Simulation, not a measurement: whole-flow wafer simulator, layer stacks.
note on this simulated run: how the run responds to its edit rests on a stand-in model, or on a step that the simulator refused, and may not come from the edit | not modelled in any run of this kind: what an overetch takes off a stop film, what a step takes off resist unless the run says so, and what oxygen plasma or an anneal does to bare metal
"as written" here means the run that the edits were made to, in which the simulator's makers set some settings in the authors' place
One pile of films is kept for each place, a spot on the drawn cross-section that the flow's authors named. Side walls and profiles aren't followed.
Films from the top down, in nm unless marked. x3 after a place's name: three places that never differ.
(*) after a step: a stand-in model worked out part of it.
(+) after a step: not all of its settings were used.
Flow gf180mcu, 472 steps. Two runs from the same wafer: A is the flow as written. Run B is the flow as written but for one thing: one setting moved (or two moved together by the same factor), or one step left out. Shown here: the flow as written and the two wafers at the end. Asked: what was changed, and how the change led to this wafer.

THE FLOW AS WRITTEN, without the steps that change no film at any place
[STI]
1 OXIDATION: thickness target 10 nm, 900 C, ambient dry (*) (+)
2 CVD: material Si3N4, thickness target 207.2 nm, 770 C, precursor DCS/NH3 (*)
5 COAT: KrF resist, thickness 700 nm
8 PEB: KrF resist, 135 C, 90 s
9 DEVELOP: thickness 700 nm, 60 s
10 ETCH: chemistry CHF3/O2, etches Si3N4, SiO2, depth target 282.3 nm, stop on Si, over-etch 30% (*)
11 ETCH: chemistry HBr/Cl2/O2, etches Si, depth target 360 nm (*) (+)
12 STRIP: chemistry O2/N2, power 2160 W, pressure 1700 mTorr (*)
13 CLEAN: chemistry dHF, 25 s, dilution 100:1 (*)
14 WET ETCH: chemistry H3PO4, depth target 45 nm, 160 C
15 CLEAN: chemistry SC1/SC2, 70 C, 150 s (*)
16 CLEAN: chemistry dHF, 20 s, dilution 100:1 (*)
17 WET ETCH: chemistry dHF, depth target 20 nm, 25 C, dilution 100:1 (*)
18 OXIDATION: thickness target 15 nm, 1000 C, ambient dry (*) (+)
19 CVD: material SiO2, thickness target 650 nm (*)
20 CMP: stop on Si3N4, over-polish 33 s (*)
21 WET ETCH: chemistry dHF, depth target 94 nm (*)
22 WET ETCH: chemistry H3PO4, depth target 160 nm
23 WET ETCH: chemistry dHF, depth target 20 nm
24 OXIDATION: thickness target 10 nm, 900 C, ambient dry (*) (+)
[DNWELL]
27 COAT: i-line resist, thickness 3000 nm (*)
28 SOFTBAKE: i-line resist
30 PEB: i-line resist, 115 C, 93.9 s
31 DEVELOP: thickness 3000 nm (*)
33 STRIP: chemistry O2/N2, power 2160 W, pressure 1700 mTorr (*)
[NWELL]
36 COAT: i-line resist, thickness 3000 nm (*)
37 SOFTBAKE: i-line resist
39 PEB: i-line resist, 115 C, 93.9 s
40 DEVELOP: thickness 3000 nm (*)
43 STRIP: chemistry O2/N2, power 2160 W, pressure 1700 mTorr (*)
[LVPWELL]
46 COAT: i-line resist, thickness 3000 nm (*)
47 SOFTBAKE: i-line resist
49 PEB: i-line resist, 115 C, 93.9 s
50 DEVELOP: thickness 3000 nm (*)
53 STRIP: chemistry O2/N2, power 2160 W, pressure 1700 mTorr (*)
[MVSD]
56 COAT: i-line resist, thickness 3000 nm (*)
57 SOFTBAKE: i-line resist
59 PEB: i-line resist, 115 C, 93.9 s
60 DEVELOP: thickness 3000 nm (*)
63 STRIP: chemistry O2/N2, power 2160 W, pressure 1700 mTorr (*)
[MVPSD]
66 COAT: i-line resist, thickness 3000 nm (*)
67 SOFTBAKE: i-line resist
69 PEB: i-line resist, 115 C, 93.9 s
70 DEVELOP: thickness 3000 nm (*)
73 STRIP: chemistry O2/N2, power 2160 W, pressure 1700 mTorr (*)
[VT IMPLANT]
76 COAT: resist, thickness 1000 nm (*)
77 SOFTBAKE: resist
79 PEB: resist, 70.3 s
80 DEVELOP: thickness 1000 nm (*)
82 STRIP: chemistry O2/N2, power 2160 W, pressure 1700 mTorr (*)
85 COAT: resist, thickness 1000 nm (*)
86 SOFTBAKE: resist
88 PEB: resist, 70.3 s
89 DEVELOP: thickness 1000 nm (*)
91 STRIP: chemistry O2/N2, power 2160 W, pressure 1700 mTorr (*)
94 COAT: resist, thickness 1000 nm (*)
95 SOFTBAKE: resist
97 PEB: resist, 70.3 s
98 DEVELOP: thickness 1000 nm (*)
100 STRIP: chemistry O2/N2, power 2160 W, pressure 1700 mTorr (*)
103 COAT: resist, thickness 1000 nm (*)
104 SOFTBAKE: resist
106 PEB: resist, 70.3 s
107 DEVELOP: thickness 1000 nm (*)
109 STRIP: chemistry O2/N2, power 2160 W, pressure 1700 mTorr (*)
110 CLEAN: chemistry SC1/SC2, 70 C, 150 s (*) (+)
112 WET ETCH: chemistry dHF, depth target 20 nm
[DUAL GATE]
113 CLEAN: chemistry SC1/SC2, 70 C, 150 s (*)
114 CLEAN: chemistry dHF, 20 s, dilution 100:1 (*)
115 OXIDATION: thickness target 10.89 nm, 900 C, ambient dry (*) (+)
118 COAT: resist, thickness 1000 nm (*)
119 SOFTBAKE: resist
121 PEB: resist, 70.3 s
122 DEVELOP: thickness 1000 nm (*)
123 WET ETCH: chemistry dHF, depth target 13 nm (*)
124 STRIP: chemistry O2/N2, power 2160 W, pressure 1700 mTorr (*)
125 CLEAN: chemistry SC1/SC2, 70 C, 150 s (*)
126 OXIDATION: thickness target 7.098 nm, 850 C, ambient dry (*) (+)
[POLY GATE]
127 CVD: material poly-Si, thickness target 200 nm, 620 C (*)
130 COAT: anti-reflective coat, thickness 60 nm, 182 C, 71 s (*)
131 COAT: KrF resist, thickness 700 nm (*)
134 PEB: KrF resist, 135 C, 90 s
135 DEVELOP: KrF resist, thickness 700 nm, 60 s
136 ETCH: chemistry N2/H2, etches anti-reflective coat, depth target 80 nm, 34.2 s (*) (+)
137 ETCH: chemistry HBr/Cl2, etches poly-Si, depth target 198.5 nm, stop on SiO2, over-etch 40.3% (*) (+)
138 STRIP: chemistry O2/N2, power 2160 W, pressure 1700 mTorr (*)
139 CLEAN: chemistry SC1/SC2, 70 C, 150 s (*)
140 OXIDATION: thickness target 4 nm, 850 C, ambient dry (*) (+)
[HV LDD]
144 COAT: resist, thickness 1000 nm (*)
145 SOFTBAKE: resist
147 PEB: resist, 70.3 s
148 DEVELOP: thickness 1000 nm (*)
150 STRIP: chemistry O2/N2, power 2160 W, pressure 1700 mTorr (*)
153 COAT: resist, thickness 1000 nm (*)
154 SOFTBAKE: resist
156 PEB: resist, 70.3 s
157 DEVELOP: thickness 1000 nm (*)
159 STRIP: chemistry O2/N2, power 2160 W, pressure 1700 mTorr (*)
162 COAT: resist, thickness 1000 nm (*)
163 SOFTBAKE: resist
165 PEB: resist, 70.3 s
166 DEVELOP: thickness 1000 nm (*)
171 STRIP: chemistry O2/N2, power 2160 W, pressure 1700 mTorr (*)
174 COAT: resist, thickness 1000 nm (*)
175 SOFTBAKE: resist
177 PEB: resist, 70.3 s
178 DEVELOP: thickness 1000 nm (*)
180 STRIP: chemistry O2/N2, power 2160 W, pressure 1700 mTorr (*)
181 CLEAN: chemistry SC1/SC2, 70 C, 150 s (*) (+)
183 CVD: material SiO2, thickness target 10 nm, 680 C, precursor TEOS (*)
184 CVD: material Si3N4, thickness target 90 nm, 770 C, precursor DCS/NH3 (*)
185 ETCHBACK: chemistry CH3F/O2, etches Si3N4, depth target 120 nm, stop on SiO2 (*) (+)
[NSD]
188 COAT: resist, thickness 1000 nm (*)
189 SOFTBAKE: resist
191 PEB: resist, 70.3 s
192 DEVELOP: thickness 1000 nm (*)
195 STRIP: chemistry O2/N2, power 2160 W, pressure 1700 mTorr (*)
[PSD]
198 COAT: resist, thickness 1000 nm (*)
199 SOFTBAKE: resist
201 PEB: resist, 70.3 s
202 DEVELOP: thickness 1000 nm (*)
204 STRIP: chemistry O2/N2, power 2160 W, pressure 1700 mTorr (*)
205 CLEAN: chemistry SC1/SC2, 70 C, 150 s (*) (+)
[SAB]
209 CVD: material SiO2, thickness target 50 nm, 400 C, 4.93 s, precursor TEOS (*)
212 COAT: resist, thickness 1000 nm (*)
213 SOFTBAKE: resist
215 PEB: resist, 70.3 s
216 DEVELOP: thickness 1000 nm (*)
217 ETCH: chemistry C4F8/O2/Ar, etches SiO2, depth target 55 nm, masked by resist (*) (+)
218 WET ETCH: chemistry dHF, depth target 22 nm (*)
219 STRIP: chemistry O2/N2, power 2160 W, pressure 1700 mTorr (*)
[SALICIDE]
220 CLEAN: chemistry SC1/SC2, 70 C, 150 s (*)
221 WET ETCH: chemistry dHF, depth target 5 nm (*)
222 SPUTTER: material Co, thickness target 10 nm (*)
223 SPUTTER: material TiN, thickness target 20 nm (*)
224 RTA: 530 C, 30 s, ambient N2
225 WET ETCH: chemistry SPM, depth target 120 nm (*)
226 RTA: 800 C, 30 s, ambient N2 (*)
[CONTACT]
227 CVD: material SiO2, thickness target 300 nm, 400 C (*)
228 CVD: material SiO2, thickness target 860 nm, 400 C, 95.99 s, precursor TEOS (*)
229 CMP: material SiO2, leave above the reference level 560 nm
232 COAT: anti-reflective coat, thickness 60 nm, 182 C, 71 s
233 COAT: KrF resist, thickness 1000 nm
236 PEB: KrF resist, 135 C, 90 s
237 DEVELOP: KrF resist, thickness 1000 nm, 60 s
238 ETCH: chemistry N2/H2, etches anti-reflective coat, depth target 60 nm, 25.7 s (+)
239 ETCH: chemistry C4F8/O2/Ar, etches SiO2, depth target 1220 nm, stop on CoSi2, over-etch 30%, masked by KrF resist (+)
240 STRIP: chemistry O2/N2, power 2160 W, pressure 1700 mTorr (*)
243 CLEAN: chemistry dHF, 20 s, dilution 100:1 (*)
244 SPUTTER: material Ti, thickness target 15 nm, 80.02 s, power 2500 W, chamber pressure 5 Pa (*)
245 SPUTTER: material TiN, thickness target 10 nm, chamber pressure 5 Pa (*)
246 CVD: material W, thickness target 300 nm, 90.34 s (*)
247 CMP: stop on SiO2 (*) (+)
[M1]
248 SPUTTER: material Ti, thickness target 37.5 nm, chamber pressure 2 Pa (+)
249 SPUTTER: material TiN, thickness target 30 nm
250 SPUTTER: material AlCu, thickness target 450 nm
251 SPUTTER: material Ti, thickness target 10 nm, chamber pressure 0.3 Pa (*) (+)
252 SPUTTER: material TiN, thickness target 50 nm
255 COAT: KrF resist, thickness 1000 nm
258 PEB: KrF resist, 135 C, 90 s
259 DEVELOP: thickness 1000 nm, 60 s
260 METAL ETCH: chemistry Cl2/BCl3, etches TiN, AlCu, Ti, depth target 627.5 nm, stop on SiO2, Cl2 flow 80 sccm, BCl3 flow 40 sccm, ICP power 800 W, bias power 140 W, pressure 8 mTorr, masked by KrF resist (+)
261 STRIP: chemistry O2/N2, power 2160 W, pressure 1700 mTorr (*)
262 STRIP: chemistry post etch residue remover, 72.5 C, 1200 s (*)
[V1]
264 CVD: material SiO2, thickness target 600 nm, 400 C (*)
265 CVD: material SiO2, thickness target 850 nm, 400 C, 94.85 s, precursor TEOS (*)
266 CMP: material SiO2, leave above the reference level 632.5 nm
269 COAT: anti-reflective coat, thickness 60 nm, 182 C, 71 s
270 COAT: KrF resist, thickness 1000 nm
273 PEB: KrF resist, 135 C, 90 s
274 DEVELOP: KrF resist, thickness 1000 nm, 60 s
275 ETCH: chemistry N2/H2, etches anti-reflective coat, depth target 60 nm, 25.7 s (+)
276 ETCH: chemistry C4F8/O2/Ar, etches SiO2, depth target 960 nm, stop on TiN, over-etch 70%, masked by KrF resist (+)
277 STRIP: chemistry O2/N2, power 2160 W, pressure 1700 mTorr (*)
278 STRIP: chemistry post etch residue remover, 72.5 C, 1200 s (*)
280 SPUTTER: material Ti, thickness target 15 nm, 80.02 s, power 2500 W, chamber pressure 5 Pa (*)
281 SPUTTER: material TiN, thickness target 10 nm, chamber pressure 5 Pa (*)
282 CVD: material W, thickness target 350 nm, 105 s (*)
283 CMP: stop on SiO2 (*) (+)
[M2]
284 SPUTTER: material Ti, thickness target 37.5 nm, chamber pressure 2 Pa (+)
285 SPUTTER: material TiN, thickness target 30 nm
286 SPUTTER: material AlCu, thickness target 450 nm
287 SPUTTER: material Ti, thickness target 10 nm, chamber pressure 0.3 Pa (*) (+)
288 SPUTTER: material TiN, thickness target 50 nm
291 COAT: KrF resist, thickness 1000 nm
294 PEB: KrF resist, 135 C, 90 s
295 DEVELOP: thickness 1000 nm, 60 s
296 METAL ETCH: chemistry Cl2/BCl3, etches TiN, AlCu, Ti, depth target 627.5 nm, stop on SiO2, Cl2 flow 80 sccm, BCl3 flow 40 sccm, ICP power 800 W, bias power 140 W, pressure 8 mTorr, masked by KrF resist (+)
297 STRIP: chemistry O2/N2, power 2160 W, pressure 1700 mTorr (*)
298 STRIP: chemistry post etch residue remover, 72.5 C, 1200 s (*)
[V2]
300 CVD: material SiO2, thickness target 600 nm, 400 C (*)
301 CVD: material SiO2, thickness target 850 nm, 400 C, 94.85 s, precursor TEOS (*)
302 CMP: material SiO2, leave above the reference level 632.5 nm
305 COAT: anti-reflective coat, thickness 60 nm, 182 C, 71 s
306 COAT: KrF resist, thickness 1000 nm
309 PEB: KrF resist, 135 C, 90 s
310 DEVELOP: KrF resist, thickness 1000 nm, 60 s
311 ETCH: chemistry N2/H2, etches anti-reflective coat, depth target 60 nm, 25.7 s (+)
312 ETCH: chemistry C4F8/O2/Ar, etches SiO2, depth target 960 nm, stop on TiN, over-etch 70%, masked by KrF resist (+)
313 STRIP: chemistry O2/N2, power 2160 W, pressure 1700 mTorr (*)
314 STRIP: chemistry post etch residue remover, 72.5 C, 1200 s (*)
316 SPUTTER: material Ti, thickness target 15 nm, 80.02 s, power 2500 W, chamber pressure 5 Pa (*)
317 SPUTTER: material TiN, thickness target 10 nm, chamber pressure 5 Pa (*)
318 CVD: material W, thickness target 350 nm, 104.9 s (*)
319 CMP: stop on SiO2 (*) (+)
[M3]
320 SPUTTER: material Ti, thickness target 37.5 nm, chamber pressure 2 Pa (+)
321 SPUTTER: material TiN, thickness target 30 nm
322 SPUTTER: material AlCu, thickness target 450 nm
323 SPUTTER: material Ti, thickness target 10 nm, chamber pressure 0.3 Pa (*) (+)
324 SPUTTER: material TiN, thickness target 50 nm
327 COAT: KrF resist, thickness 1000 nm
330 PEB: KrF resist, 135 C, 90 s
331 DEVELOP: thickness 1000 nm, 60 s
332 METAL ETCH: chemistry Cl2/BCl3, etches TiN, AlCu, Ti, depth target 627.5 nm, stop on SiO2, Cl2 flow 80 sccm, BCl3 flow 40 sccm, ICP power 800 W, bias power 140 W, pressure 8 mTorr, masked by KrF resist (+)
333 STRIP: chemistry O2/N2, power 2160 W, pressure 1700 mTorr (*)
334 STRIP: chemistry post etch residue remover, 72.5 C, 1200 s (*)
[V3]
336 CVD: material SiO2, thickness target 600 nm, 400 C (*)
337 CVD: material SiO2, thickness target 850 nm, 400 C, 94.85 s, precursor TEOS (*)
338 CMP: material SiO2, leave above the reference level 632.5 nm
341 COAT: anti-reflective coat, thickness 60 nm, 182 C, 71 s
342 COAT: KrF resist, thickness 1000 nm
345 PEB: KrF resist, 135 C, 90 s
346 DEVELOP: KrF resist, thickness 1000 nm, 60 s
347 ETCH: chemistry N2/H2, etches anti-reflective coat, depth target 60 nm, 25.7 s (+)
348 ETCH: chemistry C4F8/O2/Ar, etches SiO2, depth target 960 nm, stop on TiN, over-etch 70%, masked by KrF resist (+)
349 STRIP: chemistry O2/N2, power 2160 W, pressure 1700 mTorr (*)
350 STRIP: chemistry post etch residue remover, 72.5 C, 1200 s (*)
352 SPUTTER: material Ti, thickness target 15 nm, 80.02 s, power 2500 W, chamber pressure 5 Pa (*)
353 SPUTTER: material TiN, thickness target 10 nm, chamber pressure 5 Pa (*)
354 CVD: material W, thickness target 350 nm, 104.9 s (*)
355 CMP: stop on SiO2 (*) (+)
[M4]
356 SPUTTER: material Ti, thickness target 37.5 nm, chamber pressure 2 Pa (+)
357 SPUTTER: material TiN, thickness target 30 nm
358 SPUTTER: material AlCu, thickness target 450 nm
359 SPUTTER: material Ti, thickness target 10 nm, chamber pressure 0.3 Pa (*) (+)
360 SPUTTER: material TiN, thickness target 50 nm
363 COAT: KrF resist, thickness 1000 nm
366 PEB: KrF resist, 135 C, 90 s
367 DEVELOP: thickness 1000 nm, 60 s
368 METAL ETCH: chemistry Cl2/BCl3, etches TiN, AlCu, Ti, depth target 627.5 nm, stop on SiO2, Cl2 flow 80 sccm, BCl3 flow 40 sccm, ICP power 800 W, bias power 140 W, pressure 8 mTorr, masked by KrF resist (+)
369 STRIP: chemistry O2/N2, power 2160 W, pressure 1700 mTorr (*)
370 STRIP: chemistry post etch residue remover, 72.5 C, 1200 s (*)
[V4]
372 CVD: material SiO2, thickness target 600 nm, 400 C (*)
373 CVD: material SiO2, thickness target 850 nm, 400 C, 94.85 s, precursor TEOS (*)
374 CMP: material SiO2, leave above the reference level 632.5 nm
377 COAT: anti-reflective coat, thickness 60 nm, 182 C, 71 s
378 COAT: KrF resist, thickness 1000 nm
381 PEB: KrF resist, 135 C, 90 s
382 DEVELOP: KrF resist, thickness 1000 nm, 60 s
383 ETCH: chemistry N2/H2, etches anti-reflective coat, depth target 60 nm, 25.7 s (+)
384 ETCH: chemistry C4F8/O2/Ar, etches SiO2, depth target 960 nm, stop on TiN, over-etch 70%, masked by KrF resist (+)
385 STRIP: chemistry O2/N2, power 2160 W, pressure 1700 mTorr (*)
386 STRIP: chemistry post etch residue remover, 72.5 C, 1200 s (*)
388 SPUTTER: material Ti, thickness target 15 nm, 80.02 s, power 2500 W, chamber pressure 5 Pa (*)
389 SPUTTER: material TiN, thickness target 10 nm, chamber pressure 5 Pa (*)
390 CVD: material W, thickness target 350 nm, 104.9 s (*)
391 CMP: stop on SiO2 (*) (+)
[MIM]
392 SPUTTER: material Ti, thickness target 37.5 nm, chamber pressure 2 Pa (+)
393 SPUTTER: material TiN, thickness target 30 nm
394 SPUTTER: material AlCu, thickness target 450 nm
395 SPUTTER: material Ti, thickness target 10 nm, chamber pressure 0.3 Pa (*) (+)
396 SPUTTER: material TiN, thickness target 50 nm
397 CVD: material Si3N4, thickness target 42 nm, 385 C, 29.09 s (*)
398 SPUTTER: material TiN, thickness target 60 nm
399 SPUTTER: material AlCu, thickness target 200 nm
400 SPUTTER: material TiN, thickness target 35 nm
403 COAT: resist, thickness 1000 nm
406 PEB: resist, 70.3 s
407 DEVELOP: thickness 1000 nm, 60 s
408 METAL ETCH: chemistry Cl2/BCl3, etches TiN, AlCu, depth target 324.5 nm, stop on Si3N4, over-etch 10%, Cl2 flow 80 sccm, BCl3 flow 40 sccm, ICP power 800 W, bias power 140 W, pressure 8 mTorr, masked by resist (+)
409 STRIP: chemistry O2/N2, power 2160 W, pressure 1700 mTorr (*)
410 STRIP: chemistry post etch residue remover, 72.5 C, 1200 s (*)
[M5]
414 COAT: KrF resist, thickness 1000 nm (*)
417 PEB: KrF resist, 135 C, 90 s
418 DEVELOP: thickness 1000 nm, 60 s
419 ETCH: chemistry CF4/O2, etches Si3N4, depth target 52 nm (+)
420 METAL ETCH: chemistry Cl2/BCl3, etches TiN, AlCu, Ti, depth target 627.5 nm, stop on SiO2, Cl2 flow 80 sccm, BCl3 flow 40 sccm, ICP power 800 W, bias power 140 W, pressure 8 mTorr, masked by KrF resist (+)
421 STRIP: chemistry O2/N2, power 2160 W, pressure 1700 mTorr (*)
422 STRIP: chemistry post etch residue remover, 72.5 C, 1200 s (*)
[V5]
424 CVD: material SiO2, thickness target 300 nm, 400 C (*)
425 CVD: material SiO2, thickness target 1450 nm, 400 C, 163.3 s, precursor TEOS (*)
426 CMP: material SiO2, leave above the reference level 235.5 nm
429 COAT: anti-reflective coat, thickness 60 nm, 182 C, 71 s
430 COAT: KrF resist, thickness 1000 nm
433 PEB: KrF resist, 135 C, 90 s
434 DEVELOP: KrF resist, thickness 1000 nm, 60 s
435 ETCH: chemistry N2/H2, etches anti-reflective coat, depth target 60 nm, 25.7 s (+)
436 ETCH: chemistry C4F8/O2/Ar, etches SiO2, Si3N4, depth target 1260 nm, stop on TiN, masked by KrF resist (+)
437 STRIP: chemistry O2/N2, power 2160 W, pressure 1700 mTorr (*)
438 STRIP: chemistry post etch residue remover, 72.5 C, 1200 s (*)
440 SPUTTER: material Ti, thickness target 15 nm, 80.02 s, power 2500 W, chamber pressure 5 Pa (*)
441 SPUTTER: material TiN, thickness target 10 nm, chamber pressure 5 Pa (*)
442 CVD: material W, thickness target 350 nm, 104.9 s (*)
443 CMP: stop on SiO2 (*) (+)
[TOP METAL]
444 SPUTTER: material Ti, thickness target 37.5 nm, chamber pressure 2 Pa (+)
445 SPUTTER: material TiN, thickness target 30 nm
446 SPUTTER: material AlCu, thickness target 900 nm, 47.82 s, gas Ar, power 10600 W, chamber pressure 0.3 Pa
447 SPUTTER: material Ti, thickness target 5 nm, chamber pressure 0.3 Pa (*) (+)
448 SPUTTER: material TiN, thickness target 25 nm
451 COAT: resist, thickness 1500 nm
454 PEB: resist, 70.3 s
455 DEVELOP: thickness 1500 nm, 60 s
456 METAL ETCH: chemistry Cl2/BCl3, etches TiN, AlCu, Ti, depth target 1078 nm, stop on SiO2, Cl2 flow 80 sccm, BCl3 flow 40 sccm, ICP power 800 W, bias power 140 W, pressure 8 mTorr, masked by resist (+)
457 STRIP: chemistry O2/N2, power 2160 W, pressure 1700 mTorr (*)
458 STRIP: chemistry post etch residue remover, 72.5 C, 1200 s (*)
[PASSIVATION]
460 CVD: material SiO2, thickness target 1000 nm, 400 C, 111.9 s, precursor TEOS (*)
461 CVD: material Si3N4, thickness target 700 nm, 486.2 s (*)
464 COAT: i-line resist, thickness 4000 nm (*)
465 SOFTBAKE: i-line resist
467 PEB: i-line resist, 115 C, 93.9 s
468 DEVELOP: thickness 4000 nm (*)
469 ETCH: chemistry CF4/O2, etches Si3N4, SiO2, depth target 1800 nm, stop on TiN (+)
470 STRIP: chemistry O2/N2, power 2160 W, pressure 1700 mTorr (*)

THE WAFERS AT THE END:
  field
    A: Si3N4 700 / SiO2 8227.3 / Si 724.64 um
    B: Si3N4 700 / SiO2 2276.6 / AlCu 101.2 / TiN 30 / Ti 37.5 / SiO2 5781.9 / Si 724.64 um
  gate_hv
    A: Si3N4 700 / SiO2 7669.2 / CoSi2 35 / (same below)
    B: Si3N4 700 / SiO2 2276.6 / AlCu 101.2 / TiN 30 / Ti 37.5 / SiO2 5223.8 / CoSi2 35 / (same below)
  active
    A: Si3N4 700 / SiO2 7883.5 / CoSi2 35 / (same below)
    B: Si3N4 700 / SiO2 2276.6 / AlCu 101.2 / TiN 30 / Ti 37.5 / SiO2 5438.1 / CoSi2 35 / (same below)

The cause: step 420, METAL ETCH: depth target 401.6 nm was run, where the flow has depth target 627.5 nm.

How the change led to this, step by step:
  420 METAL ETCH: chemistry Cl2/BCl3, etches TiN, AlCu, Ti, depth target 627.5 nm, stop on SiO2, Cl2 flow 80 sccm, BCl3 flow 40 sccm, ICP power 800 W, bias power 140 W, pressure 8 mTorr, masked by KrF resist (+)
      field, field__w1, field__w2 and 101 more: A TiN -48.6 (all of it), Ti -10 (all of it), AlCu -450 (all of it), TiN -30 (all of it), Ti -37.5 (all of it) | B TiN -48.6 (all of it), Ti -10 (all of it), AlCu -343
      field__w4, field__w8, contact, m1, m1__w1, mim, mim_1p0, m1_nw: A KrF resist -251 | B KrF resist -160.6
  421 STRIP: chemistry O2/N2, power 2160 W, pressure 1700 mTorr (*)
      field__w8, m1__w1: A KrF resist -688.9 (all of it) | B KrF resist -779.2 (all of it)
      contact, m1: A KrF resist -689.3 (all of it) | B KrF resist -779.7 (all of it)
      (and at 4 more places)
  422 STRIP: chemistry post etch residue remover, 72.5 C, 1200 s (*)
      field, field__w1, field__w2 and 101 more: A nothing | B AlCu -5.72
  424 CVD: material SiO2, thickness target 300 nm, 400 C (*)
      field, field__w1, field__w2 and 101 more: A SiO2 +300 | B SiO2 +300 (new film)
  426 CMP: material SiO2, leave above the reference level 235.5 nm
      field, field__w1, field__w5 and 92 more: A SiO2 -300.8 | B SiO2 -469.6
      field__w2, field__w3, field__w12 and 6 more: A SiO2 -272.7 | B SiO2 -449.1
Counting metal films that touch as one body, field has 1 body; the flow as written gives 0 bodies.
Counting metal films that touch as one body, gate_hv has 2 bodies (between them, from the top down: SiO2 5223.8); the flow as written gives 1 body.
Counting metal films that touch as one body, active has 2 bodies (between them, from the top down: SiO2 5438.1); the flow as written gives 1 body.
